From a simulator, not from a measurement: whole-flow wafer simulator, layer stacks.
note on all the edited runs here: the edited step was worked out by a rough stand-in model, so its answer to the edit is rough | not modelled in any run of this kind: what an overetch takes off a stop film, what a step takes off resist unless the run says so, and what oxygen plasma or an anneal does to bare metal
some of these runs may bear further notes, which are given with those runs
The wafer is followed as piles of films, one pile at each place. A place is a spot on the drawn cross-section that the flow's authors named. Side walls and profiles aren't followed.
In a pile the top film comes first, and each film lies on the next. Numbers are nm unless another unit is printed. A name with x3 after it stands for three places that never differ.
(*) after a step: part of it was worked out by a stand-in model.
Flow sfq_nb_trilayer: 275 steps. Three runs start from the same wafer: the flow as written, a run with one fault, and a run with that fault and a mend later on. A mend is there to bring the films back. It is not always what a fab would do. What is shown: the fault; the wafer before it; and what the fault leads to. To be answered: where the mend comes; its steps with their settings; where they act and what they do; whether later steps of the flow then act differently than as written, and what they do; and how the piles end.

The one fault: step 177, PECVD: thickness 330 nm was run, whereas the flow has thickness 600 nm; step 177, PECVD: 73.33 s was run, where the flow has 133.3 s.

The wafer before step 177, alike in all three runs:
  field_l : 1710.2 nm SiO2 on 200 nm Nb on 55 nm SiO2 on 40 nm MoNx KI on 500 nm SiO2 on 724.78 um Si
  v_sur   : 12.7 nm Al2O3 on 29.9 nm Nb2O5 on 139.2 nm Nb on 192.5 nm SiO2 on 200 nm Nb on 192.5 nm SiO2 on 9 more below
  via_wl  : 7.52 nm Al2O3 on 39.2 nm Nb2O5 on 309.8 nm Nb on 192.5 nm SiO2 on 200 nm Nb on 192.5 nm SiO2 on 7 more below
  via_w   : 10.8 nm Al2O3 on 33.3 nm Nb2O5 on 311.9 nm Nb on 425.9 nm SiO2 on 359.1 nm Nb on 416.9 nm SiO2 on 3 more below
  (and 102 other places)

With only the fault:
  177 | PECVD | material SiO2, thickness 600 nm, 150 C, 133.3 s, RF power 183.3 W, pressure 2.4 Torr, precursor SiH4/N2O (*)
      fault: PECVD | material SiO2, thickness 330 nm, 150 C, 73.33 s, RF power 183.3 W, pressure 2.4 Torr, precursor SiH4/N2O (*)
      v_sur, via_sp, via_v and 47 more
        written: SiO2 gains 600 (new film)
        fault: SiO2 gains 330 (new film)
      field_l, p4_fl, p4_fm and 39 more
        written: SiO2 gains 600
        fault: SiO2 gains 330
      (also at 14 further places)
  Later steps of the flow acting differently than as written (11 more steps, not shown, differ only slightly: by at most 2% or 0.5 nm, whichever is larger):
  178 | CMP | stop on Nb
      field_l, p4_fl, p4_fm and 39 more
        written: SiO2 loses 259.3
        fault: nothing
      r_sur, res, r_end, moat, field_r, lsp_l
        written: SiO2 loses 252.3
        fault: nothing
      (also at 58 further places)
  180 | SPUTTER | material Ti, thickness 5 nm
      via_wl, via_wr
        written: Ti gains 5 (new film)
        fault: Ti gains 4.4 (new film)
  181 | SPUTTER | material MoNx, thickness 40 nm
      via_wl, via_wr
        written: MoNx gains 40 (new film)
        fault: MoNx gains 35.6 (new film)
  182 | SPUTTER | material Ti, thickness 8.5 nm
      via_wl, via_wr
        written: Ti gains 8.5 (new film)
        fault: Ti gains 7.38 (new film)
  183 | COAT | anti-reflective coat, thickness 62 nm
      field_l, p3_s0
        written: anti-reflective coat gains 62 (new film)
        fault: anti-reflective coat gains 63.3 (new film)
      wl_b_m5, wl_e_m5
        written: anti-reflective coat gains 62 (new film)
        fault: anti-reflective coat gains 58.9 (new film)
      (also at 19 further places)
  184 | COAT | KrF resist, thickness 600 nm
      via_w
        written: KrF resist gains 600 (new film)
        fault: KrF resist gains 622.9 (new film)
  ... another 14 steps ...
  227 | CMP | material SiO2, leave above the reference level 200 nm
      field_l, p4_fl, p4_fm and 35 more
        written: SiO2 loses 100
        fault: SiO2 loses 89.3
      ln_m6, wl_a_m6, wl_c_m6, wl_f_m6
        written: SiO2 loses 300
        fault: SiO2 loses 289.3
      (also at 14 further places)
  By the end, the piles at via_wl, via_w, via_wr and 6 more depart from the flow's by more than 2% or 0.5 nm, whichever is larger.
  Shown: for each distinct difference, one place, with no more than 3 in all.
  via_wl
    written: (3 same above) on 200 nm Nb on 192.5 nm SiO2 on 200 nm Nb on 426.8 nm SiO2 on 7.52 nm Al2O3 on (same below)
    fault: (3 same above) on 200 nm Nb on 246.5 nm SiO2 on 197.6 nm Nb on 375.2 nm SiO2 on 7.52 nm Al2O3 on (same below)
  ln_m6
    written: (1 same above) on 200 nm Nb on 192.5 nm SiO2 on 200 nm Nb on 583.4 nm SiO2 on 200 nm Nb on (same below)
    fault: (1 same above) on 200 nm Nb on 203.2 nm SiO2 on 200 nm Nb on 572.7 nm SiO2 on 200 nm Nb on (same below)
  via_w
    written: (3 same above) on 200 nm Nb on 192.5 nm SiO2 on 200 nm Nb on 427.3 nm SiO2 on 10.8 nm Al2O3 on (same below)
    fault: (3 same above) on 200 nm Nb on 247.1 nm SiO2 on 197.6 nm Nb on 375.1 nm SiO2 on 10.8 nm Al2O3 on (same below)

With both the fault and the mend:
  The mend stands after step 177.
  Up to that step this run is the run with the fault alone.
  177a | PECVD | material SiO2, thickness 270 nm, 150 C, 60 s, RF power 183.3 W, pressure 2.4 Torr, precursor SiH4/N2O (*) (the flow's step 177, run once more with other settings)
      field_l, v_sur, via_sp and 94 more
        SiO2 gains 270
      r_sur, res, r_end, moat, field_r, lsp_l
        SiO2 gains 267
      via_wl, via_w, via_wr
        SiO2 gains 257.5
  Later steps of the flow acting differently than as written:
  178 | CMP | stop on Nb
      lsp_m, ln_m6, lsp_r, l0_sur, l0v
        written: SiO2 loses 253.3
        mend: SiO2 loses 259.3
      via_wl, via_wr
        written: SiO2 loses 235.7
        mend: SiO2 loses 205.9
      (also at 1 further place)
  At every place that both follow, the piles at the end match the flow's.
